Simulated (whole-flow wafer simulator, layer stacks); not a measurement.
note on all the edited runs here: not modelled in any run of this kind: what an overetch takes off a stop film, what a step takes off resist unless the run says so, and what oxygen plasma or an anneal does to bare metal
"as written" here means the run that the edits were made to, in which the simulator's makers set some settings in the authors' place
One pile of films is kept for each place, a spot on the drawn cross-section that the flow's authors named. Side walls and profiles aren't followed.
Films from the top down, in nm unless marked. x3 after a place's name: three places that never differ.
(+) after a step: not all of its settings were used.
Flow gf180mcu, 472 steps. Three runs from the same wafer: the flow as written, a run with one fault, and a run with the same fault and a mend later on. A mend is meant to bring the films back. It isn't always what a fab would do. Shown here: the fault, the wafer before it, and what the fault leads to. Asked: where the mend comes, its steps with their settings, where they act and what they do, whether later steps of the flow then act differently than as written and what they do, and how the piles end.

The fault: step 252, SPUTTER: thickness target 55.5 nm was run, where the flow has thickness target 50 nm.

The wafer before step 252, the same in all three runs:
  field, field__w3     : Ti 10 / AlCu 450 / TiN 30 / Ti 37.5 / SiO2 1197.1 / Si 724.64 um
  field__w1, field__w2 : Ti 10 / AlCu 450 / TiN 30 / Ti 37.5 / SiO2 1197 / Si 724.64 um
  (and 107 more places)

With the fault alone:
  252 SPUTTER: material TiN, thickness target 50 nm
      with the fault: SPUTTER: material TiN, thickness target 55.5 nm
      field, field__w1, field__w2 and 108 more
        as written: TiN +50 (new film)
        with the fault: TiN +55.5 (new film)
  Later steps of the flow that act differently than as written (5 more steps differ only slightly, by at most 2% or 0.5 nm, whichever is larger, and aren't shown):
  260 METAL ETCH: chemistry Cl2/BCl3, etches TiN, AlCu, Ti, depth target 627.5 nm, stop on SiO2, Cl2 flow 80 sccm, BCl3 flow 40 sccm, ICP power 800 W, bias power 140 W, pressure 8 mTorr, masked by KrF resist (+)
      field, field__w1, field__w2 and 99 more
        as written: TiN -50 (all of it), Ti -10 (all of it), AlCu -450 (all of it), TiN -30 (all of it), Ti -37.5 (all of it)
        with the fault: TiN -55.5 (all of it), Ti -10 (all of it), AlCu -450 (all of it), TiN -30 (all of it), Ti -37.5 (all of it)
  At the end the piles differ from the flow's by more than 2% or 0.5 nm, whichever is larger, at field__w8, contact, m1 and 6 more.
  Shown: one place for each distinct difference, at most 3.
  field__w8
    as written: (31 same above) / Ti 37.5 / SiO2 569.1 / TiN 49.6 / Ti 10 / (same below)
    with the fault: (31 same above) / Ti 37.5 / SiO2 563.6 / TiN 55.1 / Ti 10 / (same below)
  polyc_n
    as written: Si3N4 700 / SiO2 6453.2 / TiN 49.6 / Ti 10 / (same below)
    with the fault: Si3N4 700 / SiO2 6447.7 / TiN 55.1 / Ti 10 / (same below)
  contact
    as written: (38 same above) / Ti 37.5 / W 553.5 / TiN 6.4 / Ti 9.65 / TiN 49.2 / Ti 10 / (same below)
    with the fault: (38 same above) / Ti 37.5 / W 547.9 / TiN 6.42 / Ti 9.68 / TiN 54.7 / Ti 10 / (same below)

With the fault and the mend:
  The mend comes after step 252.
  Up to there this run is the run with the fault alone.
  252a METAL ETCH: chemistry Cl2/BCl3, etches TiN, AlCu, Ti, depth target 5.5 nm, Cl2 flow 80 sccm, BCl3 flow 40 sccm, ICP power 800 W, bias power 140 W, pressure 8 mTorr
      field, field__w1, field__w2 and 108 more
        TiN -5.5
  No later step of the flow acts differently than as written at any place that is followed.
  At the end the piles are the same as the flow's at every place that both follow.
